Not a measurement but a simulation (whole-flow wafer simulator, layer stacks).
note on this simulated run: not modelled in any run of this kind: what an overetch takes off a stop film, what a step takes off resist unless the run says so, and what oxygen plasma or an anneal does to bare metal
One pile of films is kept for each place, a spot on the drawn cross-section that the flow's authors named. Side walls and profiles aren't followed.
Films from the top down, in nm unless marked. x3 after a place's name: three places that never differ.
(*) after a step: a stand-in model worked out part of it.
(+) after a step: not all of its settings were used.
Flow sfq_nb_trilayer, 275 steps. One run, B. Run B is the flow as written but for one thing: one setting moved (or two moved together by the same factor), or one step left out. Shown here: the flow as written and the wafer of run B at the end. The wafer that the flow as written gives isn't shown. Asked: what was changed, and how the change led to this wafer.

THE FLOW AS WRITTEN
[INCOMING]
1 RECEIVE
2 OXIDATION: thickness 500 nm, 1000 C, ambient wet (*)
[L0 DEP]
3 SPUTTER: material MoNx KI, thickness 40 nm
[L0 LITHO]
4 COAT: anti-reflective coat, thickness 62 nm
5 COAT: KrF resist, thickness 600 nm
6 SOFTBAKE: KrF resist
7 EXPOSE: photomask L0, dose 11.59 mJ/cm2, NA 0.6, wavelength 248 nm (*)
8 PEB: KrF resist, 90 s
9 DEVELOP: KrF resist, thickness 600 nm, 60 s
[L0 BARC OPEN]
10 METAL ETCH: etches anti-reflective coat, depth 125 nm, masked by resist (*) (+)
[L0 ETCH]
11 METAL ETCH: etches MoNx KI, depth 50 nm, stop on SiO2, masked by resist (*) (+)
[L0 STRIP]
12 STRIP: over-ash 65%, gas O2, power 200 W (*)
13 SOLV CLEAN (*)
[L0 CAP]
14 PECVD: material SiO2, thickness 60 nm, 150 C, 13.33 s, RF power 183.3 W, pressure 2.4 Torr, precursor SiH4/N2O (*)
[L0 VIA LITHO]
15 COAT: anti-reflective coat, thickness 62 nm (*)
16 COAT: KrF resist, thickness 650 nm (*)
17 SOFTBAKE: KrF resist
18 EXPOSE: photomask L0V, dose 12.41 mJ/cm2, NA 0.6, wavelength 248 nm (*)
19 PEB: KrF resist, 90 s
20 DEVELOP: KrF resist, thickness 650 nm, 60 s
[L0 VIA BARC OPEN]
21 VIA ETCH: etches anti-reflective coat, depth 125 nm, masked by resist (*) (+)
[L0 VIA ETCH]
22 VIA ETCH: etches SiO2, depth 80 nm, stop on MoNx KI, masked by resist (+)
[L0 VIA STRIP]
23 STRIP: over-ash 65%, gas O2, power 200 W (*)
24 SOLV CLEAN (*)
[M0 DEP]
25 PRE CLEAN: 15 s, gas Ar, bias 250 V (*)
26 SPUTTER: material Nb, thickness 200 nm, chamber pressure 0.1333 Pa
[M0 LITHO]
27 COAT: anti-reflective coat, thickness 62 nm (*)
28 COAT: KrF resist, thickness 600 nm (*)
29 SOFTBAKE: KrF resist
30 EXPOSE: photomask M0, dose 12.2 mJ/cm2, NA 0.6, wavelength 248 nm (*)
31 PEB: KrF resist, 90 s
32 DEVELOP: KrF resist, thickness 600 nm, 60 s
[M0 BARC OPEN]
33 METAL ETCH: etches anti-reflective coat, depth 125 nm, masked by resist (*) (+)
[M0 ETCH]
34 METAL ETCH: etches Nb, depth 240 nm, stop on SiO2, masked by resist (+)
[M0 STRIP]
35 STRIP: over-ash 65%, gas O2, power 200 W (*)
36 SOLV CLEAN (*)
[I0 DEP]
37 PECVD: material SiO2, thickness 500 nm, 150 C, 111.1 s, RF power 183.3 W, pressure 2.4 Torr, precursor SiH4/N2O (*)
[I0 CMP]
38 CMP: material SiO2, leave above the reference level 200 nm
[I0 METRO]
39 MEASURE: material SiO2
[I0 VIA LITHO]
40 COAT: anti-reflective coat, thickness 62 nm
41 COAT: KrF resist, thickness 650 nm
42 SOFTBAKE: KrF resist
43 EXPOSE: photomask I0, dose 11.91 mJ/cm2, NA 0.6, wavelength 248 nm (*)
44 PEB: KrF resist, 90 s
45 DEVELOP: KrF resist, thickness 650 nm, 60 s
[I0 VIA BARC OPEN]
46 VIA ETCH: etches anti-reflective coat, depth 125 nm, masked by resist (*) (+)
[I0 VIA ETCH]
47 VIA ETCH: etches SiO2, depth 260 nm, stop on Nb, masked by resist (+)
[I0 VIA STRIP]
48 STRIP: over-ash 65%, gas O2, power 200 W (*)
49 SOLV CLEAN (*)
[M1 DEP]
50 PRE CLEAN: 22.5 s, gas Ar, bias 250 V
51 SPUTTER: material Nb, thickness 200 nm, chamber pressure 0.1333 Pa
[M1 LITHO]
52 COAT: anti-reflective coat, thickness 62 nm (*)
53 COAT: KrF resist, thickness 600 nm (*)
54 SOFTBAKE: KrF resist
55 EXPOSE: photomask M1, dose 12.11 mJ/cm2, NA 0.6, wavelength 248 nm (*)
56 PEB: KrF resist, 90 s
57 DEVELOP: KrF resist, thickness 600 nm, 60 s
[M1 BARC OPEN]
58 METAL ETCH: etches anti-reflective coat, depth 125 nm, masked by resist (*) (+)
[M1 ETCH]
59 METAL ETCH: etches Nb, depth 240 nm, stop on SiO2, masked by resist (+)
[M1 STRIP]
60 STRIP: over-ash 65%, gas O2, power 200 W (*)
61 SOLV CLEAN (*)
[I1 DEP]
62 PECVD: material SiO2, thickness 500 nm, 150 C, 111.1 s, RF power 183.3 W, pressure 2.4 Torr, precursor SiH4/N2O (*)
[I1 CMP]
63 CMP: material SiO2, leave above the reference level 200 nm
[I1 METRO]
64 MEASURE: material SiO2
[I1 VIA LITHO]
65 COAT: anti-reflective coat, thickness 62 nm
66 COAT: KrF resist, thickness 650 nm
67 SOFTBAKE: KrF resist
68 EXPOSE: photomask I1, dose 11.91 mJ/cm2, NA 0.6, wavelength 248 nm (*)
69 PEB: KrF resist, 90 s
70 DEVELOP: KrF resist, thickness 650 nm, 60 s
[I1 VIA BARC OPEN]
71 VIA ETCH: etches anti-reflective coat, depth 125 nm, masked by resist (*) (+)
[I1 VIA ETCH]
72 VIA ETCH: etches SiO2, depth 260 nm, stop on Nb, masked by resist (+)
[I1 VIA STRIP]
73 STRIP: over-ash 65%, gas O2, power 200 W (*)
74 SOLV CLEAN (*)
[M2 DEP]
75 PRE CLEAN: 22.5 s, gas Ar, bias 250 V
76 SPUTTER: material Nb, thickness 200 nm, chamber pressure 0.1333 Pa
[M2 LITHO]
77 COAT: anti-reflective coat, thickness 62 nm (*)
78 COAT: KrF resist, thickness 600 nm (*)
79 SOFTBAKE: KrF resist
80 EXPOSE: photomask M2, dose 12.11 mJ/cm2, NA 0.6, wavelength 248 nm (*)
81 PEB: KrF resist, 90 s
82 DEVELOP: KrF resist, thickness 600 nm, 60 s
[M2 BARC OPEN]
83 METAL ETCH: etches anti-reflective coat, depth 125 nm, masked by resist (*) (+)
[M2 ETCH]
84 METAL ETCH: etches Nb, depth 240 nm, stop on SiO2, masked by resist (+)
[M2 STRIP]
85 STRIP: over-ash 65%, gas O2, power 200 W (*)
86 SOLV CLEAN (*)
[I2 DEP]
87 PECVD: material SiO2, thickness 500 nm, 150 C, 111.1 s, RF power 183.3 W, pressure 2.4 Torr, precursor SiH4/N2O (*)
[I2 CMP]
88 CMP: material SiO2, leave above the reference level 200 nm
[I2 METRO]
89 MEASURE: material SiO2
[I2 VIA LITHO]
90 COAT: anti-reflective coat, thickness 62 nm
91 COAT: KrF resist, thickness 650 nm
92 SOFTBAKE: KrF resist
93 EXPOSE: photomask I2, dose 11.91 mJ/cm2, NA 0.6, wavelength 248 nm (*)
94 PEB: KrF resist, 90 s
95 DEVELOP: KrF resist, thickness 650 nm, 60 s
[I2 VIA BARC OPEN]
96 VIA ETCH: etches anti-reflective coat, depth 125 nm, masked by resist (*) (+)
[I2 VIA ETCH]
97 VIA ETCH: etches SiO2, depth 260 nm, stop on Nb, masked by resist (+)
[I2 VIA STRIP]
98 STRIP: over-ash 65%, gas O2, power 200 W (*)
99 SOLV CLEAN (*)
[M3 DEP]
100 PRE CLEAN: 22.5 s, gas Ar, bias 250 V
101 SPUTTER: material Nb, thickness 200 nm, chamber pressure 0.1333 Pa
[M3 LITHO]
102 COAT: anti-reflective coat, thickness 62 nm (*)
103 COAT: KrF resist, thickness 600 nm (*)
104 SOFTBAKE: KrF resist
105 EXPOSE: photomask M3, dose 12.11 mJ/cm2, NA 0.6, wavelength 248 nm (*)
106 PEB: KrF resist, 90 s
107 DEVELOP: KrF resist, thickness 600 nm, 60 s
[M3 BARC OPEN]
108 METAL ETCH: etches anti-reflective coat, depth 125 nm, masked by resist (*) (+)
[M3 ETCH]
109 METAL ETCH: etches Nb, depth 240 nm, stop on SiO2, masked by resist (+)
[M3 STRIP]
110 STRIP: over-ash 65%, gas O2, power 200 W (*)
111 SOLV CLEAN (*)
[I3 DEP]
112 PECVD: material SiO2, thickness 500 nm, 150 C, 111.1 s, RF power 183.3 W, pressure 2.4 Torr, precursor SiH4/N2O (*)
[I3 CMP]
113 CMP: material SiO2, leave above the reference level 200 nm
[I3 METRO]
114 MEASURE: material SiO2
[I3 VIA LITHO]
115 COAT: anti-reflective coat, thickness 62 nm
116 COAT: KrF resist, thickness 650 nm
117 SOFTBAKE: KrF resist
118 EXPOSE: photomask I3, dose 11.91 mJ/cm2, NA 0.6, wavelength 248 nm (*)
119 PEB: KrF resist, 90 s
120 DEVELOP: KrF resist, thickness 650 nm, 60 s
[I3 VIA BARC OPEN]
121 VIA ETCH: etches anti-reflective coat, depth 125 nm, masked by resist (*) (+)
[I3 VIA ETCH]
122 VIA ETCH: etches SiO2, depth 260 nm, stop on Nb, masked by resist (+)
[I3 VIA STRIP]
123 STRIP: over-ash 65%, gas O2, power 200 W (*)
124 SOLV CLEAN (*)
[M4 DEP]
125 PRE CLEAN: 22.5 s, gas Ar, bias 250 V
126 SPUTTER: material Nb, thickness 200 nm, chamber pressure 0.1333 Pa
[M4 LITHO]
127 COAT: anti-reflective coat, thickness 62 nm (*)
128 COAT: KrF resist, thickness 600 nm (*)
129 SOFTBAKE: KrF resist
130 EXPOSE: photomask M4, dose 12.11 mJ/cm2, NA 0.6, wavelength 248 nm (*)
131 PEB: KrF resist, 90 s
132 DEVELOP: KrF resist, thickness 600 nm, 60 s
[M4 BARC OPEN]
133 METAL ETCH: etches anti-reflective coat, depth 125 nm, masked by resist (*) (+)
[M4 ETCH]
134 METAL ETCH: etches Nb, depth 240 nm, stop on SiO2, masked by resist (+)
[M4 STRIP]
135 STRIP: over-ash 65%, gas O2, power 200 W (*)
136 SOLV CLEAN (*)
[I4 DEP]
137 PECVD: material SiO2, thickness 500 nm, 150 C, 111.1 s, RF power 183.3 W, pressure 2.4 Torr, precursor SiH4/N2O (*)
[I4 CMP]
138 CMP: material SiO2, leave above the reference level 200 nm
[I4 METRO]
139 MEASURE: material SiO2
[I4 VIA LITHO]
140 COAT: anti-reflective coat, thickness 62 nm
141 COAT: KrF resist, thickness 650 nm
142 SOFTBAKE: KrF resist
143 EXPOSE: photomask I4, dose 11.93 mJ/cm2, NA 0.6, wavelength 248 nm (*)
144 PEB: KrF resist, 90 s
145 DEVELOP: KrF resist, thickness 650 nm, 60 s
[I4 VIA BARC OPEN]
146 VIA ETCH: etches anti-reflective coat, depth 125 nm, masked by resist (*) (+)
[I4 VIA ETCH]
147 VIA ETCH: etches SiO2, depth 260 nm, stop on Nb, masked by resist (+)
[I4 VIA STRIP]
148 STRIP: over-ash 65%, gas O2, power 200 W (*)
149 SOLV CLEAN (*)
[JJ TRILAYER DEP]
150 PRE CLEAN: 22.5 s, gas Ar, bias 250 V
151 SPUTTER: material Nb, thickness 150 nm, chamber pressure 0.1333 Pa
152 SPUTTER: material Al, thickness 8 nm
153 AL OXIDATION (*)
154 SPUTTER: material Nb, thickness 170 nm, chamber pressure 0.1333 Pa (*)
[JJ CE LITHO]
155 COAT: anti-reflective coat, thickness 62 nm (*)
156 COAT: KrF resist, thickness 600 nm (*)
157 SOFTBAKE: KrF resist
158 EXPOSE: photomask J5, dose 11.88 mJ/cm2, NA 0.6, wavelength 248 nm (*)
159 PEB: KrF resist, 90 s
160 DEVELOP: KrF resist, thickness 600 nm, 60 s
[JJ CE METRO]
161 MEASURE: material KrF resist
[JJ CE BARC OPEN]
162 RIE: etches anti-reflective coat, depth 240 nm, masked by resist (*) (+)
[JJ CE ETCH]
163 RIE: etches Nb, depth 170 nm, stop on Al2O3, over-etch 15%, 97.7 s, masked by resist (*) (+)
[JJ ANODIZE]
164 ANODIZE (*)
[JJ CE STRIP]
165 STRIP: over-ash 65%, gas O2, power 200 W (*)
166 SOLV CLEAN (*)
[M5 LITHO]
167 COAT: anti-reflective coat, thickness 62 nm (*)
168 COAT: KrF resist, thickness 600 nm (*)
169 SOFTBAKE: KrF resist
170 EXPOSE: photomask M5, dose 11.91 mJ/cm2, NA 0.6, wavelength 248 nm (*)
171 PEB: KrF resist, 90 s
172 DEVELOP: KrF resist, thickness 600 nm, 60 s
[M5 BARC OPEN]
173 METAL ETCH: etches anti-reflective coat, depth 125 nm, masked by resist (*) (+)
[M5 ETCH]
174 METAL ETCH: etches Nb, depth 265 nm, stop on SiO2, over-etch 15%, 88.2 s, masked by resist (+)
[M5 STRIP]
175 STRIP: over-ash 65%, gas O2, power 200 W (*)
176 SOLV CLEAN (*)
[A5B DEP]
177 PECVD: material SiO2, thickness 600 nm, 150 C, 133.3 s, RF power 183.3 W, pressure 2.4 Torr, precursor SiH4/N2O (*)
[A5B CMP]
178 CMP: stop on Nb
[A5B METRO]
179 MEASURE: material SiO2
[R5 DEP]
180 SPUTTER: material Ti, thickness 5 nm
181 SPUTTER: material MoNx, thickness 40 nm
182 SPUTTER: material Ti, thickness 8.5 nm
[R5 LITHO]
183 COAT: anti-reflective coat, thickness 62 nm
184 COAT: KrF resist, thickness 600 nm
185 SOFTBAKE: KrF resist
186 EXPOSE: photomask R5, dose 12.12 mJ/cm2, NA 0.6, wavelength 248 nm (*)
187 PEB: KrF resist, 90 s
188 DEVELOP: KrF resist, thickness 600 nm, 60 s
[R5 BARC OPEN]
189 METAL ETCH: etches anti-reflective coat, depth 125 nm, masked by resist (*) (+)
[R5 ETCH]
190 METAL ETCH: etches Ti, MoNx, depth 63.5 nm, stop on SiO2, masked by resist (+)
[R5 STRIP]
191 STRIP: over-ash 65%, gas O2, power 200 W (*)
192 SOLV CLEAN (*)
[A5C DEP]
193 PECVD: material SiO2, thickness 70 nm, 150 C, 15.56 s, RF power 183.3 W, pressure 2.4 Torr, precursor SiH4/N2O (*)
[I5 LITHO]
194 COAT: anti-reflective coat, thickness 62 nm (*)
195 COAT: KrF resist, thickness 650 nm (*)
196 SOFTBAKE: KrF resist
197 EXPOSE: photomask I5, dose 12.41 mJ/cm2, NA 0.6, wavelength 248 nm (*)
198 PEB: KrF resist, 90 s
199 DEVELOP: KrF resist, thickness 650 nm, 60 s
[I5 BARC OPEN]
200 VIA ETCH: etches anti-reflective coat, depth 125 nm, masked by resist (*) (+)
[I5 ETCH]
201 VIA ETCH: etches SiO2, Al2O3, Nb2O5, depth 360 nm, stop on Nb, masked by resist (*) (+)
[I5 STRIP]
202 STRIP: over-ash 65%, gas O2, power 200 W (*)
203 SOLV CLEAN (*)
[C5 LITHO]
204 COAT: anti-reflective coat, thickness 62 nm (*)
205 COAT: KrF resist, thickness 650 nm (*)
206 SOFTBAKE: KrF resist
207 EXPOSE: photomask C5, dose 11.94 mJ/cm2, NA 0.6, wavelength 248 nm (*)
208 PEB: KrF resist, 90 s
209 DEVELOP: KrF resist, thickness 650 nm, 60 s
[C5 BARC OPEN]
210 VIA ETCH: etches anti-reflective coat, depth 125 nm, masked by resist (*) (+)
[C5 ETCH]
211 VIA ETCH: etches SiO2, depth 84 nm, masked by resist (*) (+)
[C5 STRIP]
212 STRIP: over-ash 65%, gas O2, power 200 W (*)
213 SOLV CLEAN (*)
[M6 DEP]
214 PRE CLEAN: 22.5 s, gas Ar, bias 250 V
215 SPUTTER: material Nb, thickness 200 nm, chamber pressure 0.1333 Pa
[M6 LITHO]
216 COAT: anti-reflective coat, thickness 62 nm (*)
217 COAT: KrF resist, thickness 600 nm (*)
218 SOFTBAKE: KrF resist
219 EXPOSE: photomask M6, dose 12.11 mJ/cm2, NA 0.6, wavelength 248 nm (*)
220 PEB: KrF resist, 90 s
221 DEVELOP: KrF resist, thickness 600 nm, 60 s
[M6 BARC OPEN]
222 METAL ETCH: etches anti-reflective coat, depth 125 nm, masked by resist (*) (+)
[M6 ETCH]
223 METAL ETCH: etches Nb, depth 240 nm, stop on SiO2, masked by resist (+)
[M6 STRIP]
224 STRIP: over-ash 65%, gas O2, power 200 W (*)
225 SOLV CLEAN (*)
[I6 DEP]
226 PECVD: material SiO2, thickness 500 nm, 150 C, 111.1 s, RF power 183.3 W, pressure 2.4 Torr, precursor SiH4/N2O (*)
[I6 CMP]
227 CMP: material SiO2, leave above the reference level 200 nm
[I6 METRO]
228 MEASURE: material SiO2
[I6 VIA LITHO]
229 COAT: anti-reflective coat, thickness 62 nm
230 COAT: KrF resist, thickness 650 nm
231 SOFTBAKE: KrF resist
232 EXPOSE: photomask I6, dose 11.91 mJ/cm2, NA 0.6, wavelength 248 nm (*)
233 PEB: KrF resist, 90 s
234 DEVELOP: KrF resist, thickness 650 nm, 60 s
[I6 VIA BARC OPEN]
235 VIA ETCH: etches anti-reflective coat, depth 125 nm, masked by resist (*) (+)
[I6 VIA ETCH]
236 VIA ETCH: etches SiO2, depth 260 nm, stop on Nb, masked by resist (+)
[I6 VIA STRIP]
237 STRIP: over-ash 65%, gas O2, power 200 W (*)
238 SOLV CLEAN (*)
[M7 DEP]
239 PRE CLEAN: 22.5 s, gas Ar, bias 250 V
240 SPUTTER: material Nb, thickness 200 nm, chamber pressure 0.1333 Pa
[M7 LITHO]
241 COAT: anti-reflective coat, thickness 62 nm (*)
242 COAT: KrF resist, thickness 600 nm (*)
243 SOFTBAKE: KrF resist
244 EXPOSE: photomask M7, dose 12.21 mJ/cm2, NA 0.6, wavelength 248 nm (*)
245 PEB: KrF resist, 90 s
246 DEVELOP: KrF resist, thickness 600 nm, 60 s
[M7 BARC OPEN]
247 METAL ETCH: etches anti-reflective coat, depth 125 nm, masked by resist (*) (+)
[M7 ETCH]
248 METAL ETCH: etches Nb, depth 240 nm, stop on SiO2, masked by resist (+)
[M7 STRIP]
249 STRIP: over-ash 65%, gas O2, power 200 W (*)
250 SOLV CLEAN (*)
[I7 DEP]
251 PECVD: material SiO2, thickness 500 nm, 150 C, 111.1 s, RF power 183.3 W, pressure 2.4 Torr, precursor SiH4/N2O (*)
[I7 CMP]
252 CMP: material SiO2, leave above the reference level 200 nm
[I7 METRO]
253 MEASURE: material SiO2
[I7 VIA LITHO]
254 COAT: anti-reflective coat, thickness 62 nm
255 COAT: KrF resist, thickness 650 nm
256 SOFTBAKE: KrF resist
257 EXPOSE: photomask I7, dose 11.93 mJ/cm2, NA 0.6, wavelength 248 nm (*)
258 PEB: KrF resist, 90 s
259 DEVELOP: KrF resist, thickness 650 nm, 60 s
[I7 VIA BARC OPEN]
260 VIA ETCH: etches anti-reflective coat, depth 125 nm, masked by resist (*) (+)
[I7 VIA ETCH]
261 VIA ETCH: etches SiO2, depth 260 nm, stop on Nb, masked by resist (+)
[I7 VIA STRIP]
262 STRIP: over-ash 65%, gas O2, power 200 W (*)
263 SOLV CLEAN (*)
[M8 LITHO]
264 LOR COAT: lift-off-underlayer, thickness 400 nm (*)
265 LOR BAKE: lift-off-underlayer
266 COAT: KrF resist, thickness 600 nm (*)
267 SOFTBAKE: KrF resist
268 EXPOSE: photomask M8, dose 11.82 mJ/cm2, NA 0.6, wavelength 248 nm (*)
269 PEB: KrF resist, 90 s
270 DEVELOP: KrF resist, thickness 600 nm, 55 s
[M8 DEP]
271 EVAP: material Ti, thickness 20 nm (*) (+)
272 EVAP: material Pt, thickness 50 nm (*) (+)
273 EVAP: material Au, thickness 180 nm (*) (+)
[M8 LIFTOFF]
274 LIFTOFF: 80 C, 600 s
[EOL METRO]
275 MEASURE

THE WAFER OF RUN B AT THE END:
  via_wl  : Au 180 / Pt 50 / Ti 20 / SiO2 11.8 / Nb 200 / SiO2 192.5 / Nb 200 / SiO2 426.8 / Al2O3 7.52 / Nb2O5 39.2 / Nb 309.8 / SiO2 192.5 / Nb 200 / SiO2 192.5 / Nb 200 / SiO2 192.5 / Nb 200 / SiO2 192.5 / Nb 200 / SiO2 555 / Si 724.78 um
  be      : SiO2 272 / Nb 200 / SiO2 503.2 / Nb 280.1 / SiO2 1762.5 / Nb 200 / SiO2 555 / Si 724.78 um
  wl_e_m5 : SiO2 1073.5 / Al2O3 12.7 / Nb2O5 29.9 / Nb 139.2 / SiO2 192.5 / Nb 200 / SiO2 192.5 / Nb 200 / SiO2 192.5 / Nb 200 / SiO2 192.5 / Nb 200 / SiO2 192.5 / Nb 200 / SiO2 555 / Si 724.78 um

The cause: step 252, CMP: leave above the reference level 272 nm was run, where the flow has leave above the reference level 200 nm.
It can be read off the wafer: be has SiO2 272, and step 252 as written asks for 200 nm.

How the change led to this, step by step:
  252 CMP: material SiO2, leave above the reference level 200 nm
      field_l, p4_fl x3, p4_w1 x9 and 46 more: SiO2 -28 (as written it would be: SiO2 -100)
      v_sur, via_wl, via_w and 37 more: SiO2 -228 (as written it would be: SiO2 -300)
      (and at 7 more places)
  261 VIA ETCH: etches SiO2, depth 260 nm, stop on Nb, masked by resist (+)
      via_wl, via_w, via_wr: SiO2 -260 (as written it would be: SiO2 -199.8 (all of it))
  264 LOR COAT: lift-off-underlayer, thickness 400 nm (*)
      via_wl, via_wr: lift-off-underlayer +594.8 (new film) (as written it would be: lift-off-underlayer +549.8 (new film))
      v_sur: lift-off-underlayer +360.2 (new film) (as written it would be: lift-off-underlayer +369.4 (new film))
      (and at 1 more place)
  270 DEVELOP: KrF resist, thickness 600 nm, 55 s
      v_sur: KrF resist -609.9 (all of it), lift-off-underlayer -360.2 (all of it) (as written it would be: KrF resist -607.3 (all of it), lift-off-underlayer -369.4 (all of it))
      via_wl: KrF resist -631.4 (all of it), lift-off-underlayer -594.8 (all of it) (as written it would be: KrF resist -623.9 (all of it), lift-off-underlayer -549.8 (all of it))
      (and at 2 more places)
Counting metal films that touch as one body, via_wl has 8 bodies (between them, from the top down: SiO2 11.8; SiO2 192.5; SiO2 426.8 / Al2O3 7.52 / Nb2O5 39.2; SiO2 192.5; SiO2 192.5; SiO2 192.5; SiO2 192.5); the flow as written gives 7 bodies (between them, from the top down: SiO2 192.5; SiO2 426.8 / Al2O3 7.52 / Nb2O5 39.2; SiO2 192.5; SiO2 192.5; SiO2 192.5; SiO2 192.5).
